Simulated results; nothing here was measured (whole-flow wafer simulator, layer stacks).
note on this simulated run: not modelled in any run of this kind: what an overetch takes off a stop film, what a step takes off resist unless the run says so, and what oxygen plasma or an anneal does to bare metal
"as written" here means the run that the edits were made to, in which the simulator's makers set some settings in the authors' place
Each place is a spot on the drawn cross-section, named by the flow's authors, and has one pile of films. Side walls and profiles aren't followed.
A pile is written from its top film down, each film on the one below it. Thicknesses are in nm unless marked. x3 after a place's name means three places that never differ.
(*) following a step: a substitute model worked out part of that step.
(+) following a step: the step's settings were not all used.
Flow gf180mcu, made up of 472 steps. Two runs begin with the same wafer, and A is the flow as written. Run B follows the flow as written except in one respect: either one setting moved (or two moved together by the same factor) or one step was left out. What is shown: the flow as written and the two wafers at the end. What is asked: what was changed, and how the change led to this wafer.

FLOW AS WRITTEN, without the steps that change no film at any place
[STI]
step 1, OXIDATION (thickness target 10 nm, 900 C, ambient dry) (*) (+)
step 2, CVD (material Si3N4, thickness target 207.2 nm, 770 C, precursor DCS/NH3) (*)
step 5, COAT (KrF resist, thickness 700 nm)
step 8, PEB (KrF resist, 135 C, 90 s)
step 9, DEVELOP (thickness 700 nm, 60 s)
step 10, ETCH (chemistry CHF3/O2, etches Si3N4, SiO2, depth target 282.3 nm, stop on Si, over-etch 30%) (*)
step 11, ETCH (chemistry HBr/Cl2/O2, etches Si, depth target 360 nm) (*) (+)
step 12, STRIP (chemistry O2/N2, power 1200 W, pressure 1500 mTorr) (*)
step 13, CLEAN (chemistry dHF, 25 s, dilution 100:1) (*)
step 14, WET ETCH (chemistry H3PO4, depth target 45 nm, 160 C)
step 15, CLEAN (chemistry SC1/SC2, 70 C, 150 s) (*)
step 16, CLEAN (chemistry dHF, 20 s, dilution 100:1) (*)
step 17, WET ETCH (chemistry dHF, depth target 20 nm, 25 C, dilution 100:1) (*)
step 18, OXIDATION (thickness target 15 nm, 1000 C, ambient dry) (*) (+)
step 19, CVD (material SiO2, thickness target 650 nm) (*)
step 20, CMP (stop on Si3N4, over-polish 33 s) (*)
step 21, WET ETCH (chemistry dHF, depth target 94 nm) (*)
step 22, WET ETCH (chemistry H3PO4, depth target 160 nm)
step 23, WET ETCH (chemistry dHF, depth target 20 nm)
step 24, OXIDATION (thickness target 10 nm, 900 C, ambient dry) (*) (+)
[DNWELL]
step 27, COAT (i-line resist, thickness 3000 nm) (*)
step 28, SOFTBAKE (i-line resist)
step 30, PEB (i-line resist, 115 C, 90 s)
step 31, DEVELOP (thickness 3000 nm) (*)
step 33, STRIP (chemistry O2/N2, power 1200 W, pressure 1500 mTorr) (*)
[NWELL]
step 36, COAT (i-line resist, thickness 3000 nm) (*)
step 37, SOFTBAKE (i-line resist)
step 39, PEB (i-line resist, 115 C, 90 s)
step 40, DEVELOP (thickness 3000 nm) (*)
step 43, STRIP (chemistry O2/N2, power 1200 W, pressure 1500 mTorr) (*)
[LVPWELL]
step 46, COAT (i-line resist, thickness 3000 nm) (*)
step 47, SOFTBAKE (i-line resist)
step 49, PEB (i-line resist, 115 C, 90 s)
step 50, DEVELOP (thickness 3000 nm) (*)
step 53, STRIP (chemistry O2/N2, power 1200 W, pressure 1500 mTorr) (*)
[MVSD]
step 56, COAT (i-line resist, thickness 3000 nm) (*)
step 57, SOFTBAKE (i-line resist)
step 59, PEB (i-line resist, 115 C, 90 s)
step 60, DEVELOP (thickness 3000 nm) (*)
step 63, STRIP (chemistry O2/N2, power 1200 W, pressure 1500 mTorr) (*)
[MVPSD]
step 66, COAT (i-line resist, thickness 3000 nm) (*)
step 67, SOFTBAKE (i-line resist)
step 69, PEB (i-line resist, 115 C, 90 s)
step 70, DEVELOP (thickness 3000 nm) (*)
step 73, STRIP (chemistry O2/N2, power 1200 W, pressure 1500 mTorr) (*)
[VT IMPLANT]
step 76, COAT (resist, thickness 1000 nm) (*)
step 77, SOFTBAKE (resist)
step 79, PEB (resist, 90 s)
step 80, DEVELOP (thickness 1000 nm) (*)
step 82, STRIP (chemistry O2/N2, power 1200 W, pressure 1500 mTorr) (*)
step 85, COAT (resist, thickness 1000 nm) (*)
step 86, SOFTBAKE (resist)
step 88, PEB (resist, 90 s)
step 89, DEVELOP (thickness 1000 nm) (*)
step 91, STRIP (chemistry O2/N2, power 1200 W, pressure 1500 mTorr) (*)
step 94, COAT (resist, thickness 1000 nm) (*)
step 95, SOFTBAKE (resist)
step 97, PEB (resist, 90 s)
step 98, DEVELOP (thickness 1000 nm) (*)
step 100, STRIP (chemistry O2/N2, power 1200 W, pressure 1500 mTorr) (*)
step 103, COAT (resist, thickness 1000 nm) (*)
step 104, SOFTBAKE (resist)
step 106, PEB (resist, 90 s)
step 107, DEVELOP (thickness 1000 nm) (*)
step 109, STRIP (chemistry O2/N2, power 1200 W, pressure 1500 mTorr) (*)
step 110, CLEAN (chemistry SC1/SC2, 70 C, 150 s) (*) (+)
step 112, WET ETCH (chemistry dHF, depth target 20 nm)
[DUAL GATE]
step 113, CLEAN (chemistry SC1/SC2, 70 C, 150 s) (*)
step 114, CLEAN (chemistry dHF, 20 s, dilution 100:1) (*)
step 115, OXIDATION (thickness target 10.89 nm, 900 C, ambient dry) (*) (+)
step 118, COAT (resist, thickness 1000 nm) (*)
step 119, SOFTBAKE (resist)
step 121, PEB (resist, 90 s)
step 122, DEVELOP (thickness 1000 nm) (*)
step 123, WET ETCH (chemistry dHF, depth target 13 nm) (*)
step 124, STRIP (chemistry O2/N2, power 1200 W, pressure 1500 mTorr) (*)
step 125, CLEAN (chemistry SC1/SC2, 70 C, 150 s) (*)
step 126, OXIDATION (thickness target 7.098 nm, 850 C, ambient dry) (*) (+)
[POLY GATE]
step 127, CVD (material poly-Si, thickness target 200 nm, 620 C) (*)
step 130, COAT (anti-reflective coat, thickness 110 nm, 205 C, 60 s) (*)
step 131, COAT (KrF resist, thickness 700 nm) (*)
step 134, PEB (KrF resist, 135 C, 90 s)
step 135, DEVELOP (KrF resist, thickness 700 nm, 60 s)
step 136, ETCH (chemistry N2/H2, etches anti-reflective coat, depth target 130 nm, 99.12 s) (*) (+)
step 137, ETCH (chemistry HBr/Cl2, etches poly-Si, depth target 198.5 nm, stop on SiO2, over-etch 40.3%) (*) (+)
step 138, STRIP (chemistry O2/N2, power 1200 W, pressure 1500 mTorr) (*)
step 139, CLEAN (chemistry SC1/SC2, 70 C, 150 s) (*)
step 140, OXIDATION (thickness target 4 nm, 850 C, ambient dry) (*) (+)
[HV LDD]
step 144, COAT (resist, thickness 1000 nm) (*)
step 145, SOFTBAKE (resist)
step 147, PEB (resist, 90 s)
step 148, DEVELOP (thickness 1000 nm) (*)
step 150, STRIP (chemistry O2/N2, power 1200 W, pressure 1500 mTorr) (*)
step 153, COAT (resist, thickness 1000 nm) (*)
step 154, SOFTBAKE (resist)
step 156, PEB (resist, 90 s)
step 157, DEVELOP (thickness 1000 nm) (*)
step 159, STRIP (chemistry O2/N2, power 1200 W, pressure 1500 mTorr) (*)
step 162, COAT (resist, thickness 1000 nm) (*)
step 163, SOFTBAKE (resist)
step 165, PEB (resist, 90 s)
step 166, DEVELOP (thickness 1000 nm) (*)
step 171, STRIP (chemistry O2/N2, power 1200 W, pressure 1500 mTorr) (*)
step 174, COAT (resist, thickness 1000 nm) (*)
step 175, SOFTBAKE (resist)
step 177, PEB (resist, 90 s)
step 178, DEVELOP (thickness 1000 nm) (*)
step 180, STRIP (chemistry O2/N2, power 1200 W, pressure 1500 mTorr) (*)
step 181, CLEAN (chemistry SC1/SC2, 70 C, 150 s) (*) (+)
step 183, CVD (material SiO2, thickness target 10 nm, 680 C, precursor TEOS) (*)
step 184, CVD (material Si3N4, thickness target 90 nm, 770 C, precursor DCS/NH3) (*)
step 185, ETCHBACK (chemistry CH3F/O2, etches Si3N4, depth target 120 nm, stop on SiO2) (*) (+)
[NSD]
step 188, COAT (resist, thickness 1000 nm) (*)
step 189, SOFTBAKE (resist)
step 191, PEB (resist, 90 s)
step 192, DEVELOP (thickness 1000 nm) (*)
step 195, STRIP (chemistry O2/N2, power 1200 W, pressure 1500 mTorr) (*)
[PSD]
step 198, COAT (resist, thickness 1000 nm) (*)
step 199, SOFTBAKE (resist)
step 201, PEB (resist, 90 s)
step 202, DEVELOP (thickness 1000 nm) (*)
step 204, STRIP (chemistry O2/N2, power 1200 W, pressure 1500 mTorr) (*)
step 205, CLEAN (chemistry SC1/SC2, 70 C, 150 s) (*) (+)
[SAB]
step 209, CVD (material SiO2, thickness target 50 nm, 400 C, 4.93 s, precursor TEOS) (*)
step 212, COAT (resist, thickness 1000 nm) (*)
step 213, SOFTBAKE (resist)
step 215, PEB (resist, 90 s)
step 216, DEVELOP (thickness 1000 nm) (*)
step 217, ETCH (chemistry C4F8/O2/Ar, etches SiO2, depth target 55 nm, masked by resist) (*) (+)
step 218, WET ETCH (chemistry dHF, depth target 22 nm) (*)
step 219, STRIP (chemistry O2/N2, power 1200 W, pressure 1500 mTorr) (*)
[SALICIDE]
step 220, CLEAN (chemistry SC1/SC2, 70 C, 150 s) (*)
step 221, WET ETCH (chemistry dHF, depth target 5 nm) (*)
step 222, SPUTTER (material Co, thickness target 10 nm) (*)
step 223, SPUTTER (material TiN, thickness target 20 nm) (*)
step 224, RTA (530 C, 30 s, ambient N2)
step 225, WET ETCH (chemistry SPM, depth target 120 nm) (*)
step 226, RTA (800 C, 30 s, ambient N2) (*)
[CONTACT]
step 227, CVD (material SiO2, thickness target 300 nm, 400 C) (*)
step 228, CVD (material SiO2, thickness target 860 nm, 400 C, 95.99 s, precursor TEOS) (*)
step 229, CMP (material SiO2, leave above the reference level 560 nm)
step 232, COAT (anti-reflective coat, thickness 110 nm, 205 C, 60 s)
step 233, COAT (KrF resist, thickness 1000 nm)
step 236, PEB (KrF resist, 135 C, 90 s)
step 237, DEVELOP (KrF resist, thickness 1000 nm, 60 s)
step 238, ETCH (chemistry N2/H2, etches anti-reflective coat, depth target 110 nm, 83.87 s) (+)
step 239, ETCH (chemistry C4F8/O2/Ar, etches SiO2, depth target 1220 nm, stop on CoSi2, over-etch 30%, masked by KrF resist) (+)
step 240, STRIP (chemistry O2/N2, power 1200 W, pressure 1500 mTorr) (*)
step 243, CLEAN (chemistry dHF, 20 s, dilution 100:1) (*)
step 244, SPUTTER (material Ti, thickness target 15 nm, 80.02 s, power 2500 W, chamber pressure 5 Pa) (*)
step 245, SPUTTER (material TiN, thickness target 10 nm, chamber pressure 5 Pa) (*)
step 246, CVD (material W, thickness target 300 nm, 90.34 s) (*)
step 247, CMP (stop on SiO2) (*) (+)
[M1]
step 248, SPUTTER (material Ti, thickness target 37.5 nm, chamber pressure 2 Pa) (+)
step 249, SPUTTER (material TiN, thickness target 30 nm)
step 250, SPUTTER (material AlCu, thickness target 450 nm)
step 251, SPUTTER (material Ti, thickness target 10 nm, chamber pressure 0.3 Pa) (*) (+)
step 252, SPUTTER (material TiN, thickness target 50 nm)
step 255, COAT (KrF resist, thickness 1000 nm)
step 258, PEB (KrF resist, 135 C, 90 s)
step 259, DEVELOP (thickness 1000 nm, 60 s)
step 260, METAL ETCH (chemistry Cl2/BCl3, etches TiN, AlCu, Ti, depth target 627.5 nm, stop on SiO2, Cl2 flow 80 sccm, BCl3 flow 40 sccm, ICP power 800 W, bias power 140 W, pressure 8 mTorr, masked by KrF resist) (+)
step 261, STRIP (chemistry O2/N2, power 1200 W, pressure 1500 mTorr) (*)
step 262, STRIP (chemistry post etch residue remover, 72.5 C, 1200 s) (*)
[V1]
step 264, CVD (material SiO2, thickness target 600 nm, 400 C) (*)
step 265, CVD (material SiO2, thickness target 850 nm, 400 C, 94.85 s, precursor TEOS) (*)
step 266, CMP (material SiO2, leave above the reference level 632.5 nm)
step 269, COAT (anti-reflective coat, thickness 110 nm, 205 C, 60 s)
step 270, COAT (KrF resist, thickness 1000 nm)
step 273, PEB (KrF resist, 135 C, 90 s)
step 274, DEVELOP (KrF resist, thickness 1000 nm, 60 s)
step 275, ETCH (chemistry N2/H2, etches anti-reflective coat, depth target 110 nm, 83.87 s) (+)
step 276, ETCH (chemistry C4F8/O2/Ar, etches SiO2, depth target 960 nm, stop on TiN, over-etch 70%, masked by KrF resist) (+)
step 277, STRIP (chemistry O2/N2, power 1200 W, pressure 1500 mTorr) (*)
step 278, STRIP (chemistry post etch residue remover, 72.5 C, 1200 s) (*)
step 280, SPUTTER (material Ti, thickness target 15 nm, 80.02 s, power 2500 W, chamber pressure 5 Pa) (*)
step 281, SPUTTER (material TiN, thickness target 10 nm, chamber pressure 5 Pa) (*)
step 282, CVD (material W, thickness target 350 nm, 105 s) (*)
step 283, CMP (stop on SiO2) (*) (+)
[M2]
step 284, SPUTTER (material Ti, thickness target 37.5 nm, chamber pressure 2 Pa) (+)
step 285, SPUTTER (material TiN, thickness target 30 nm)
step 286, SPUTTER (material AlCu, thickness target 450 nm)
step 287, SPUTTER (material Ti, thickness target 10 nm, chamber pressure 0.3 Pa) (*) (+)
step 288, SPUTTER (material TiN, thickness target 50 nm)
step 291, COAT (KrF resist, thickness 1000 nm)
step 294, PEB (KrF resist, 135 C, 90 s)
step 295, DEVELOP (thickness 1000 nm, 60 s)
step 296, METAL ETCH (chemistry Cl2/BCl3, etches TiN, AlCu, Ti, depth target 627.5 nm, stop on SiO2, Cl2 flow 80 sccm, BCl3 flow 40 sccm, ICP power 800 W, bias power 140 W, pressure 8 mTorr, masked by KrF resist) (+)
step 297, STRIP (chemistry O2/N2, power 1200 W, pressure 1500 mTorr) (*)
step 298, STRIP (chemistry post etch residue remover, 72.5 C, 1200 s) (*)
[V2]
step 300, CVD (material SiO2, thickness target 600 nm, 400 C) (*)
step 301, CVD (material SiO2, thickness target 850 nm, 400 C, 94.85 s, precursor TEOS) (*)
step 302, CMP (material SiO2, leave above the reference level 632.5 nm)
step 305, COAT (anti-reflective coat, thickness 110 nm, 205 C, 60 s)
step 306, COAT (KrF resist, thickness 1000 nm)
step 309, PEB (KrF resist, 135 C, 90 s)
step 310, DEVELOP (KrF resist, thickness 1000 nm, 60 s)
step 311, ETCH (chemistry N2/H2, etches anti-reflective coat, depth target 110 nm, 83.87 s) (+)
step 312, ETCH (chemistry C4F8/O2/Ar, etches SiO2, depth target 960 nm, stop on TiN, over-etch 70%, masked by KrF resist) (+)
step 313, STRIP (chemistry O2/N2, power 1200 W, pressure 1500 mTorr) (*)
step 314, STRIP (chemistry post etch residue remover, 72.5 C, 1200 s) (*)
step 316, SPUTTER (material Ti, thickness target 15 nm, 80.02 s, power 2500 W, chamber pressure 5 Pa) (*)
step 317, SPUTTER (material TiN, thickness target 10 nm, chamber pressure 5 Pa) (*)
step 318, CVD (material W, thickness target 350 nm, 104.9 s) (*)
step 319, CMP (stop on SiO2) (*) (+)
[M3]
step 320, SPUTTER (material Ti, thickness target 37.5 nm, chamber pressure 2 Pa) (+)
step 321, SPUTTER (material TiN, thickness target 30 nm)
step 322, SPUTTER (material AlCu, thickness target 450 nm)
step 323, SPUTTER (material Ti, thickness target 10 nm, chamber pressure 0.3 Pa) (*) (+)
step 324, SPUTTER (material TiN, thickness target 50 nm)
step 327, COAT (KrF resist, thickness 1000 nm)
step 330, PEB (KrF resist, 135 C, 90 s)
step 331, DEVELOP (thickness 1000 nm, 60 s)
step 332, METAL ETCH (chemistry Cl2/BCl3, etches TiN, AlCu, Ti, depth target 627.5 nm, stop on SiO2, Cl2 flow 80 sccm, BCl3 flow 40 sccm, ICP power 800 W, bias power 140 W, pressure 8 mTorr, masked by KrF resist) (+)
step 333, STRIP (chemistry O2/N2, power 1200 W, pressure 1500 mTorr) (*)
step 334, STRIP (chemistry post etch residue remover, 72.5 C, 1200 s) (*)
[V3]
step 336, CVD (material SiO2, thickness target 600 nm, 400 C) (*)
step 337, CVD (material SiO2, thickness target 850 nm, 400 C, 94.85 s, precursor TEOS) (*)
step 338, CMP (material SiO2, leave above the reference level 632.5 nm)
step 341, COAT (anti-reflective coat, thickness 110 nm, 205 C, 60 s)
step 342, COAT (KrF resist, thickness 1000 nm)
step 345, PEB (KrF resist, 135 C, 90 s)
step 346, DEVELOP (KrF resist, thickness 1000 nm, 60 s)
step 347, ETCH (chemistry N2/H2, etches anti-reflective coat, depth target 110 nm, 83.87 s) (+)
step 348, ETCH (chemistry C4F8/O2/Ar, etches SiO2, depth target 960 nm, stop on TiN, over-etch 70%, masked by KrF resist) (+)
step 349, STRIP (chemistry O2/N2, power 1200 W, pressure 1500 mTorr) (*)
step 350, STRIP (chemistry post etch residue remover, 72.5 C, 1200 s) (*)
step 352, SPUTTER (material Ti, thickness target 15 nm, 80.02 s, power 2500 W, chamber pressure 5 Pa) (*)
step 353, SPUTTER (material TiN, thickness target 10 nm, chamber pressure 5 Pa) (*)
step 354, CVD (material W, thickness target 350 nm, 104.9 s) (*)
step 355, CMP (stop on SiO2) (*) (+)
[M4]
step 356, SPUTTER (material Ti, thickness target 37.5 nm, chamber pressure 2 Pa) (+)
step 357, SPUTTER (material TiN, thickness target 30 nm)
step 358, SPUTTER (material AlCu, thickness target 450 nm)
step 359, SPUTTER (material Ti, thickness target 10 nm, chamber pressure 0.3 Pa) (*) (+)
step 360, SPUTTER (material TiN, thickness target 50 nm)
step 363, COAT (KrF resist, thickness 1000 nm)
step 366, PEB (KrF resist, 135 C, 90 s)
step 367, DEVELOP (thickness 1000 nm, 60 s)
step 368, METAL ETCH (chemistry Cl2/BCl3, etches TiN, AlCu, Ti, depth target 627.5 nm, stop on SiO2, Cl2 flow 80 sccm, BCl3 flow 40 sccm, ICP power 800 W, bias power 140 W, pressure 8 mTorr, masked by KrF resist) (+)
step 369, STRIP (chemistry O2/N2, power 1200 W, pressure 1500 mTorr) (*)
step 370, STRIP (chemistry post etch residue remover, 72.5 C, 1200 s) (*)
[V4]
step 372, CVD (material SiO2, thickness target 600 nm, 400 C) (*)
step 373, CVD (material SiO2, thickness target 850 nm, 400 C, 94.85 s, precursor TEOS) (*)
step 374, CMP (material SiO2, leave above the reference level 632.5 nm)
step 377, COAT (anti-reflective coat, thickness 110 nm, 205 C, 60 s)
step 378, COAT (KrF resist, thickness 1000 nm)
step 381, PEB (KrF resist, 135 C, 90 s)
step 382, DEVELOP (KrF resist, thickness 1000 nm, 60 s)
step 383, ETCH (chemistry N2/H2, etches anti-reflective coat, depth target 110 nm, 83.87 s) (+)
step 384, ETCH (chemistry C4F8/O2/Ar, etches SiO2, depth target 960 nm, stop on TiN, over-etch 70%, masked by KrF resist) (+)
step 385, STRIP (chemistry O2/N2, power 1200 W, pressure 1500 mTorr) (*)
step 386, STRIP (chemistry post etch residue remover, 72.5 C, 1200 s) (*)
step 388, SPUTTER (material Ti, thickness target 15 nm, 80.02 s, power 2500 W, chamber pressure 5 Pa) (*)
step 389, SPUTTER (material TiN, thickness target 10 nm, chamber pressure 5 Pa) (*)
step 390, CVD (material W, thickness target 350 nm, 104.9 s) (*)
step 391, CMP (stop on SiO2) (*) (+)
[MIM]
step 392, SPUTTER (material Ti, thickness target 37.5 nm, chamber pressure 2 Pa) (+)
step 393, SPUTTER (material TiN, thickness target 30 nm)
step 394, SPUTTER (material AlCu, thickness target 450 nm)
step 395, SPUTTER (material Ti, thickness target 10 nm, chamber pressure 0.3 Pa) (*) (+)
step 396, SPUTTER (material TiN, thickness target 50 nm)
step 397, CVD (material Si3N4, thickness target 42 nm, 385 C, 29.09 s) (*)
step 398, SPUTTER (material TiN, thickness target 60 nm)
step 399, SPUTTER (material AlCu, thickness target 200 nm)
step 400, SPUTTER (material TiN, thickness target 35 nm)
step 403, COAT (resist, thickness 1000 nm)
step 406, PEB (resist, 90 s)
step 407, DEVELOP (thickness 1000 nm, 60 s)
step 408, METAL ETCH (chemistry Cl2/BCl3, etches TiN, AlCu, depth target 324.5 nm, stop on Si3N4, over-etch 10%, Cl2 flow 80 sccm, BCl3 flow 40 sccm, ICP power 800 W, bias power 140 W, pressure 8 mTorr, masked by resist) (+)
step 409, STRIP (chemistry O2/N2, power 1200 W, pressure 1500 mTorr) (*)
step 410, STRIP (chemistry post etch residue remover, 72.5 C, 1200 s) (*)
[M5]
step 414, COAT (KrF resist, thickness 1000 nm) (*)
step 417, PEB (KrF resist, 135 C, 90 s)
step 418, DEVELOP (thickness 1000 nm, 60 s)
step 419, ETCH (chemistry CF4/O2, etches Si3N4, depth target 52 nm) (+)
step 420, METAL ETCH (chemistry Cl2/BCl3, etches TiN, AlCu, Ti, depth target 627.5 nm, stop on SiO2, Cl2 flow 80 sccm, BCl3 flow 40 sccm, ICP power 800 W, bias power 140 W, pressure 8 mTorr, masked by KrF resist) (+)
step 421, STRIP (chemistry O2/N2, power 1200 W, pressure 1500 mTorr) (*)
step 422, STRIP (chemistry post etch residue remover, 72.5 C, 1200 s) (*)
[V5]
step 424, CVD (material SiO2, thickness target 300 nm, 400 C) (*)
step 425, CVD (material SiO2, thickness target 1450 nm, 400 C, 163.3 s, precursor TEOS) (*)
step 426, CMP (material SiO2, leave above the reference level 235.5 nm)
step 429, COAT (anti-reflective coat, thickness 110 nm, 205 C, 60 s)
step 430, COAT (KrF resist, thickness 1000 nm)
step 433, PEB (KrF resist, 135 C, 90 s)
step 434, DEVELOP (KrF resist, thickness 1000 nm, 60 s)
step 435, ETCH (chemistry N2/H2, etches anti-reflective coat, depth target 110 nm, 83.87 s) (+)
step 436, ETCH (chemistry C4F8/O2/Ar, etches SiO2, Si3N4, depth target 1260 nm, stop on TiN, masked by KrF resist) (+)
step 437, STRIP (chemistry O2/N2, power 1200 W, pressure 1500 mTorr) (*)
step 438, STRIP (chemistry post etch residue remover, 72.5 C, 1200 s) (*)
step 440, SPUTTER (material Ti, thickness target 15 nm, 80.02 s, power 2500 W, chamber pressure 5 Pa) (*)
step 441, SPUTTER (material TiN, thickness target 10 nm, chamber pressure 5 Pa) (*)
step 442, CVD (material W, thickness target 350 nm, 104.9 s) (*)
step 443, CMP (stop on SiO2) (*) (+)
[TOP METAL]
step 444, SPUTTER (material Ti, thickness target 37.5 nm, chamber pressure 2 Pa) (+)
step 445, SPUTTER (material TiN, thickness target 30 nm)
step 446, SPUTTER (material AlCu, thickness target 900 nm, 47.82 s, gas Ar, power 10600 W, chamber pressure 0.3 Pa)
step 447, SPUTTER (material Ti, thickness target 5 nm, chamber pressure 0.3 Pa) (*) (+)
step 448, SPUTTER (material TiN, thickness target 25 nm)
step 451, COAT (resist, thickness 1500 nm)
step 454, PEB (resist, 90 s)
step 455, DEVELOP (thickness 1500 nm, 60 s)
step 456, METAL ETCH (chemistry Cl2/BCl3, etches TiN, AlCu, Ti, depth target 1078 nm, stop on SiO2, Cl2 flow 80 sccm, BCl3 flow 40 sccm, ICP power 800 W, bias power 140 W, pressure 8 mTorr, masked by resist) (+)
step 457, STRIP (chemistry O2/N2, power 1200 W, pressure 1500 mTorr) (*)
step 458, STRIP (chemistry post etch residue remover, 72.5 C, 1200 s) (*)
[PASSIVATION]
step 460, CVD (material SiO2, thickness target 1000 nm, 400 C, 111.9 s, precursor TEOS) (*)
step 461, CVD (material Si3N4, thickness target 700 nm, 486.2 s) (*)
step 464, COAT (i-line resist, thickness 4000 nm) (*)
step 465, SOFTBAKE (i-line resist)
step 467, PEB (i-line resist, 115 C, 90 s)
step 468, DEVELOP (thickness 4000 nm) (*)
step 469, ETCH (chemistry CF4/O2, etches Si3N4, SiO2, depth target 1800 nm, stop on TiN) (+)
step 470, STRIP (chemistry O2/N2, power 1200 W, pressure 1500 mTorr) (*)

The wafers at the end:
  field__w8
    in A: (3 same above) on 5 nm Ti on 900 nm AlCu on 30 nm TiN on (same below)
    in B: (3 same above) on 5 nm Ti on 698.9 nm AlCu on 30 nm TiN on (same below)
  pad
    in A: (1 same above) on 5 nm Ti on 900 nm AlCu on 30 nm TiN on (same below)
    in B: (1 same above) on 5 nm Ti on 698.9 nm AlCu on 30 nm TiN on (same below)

What caused this: step 446, SPUTTER: 37.36 s was run, while the flow as written has 47.82 s.

Step by step, how the change led to this:
  step 446, SPUTTER (material AlCu, thickness target 900 nm, 47.82 s, gas Ar, power 10600 W, chamber pressure 0.3 Pa)
      field, field__w1, field__w2 and 109 more: A +900 AlCu (new film) | B +698.9 AlCu (new film)
  step 456, METAL ETCH (chemistry Cl2/BCl3, etches TiN, AlCu, Ti, depth target 1078 nm, stop on SiO2, Cl2 flow 80 sccm, BCl3 flow 40 sccm, ICP power 800 W, bias power 140 W, pressure 8 mTorr, masked by resist) (+)
      field, field__w1, field__w2 and 103 more: A -25 TiN (all of it), -5 Ti (all of it), -900 AlCu (all of it), -30 TiN (all of it), -37.5 Ti (all of it) | B -25 TiN (all of it), -5 Ti (all of it), -698.9 AlCu (all of it), -30 TiN (all of it), -37.5 Ti (all of it)
  step 464, COAT (i-line resist, thickness 4000 nm) (*)
      field__w8: A +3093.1 i-line resist (new film) | B +3271.4 i-line resist (new film)
      contact: A +3153.6 i-line resist (new film) | B +3313.4 i-line resist (new film)
      (as well as at 4 more places)
  step 465, SOFTBAKE (i-line resist)
      field__w5, field__w9: A +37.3 i-line resist | B +27.3 i-line resist
      field__w11, field__w13: A +37.9 i-line resist | B +27.4 i-line resist
      (as well as at 65 more places)
  step 467, PEB (i-line resist, 115 C, 90 s)
      field__w8, m1__w1: A -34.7 i-line resist | B -37.9 i-line resist
      contact, m1: A -35.1 i-line resist | B -38.2 i-line resist
      (as well as at 2 more places)
  step 468, DEVELOP (thickness 4000 nm) (*)
      pad: A -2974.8 i-line resist (all of it) | B -3171.1 i-line resist (all of it)
  step 470, STRIP (chemistry O2/N2, power 1200 W, pressure 1500 mTorr) (*)
      field__w8, m1__w1: A -1787.7 i-line resist (all of it) | B -1981.5 i-line resist (all of it)
      contact: A -1811.2 i-line resist (all of it) | B -1998.2 i-line resist (all of it)
      (as well as at 2 more places)
